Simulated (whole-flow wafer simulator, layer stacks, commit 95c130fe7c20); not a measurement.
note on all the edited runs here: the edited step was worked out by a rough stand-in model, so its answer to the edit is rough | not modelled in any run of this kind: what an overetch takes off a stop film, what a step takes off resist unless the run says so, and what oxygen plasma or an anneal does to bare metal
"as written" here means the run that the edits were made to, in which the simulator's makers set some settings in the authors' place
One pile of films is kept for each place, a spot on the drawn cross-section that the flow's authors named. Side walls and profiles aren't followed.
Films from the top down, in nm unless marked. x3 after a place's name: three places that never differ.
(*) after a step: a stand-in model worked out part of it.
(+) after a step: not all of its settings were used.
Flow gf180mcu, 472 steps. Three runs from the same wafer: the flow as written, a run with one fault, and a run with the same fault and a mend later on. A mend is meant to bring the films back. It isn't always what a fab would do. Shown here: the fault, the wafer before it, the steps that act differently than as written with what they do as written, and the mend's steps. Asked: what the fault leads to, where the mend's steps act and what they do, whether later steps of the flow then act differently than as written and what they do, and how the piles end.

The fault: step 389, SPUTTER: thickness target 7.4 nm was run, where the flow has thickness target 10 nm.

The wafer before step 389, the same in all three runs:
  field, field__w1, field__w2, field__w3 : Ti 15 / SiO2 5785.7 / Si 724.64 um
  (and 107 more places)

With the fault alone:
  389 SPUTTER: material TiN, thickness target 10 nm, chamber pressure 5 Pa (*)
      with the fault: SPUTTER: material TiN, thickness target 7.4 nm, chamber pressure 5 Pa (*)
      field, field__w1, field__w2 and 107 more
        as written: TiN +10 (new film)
        with the fault: TiN +7.4 (new film)
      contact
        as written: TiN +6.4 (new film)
        with the fault: TiN +4.74 (new film)
  Later steps of the flow that act differently than as written (1 more step differs only slightly, by at most 2% or 0.5 nm, whichever is larger, and isn't shown):
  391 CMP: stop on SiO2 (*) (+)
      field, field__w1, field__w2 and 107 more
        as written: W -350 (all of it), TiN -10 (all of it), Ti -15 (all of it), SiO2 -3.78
        with the fault: W -350 (all of it), TiN -7.4 (all of it), Ti -15 (all of it), SiO2 -3.76
  At the end the piles differ from the flow's by more than 2% or 0.5 nm, whichever is larger, at contact.
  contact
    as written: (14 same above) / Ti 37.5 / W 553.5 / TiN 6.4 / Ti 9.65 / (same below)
    with the fault: (14 same above) / Ti 37.5 / W 555.2 / TiN 4.74 / Ti 9.65 / (same below)

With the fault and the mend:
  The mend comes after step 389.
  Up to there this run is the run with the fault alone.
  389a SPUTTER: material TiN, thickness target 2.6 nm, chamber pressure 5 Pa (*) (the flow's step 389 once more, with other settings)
      field, field__w1, field__w2 and 107 more
        TiN +2.6
      contact
        TiN +1.66
  No later step of the flow acts differently than as written at any place that is followed.
  At the end the piles are the same as the flow's at every place that both follow.
